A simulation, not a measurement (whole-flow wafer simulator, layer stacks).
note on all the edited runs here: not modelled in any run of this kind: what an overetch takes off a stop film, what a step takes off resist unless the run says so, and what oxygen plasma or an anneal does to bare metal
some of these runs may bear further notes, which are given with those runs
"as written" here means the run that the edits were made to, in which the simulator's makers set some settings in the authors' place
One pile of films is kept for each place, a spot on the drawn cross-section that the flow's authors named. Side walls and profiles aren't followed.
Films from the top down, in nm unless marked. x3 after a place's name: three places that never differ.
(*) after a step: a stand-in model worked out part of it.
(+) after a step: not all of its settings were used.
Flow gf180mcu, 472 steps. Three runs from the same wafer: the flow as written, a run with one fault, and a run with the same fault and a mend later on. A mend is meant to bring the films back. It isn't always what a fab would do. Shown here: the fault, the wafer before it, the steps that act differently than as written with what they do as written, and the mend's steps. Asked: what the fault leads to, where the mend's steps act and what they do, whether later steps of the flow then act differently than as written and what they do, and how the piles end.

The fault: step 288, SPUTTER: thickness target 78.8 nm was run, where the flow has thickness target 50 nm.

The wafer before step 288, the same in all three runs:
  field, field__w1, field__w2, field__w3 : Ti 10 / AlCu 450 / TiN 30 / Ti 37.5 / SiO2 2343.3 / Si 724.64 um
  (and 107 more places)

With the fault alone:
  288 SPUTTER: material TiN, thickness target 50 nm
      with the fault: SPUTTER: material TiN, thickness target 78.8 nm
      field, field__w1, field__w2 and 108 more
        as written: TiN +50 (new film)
        with the fault: TiN +78.8 (new film)
  Later steps of the flow that act differently than as written (3 more steps differ only slightly, by at most 2% or 0.5 nm, whichever is larger, and aren't shown):
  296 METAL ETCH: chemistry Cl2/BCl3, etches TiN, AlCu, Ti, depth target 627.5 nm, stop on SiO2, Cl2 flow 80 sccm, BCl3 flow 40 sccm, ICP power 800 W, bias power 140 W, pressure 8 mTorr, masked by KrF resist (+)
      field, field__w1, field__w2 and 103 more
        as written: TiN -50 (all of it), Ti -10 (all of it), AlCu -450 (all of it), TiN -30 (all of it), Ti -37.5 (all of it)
        with the fault: TiN -78.8 (all of it), Ti -10 (all of it), AlCu -450 (all of it), TiN -30 (all of it), Ti -37.5 (all of it)
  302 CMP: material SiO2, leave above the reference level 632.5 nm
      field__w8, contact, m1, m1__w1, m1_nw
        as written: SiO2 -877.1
        with the fault: SiO2 -905.9
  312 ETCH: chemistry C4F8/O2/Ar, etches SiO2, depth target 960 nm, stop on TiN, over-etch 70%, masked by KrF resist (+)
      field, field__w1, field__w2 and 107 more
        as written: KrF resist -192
        with the fault: KrF resist -184.8
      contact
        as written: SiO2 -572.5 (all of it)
        with the fault: SiO2 -543.7 (all of it)
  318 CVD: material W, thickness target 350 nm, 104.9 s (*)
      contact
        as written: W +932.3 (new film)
        with the fault: W +903.2 (new film)
  At the end the piles differ from the flow's by more than 2% or 0.5 nm, whichever is larger, at field__w8, contact, m1, m1__w1, m1_nw.
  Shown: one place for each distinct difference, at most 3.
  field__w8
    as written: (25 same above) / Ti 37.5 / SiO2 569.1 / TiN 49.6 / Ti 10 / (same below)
    with the fault: (25 same above) / Ti 37.5 / SiO2 540.3 / TiN 78.4 / Ti 10 / (same below)
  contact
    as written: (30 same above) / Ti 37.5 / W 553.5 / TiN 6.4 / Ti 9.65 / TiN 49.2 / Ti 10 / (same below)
    with the fault: (30 same above) / Ti 37.5 / W 524.4 / TiN 6.51 / Ti 9.82 / TiN 78 / Ti 10 / (same below)

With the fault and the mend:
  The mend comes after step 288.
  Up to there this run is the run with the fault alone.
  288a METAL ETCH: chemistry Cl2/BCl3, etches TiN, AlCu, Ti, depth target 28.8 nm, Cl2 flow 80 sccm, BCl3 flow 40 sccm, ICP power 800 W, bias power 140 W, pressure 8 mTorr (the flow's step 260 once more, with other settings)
      field, field__w1, field__w2 and 108 more
        TiN -28.8
  No later step of the flow acts differently than as written at any place that is followed.
  At the end the piles are the same as the flow's at every place that both follow.
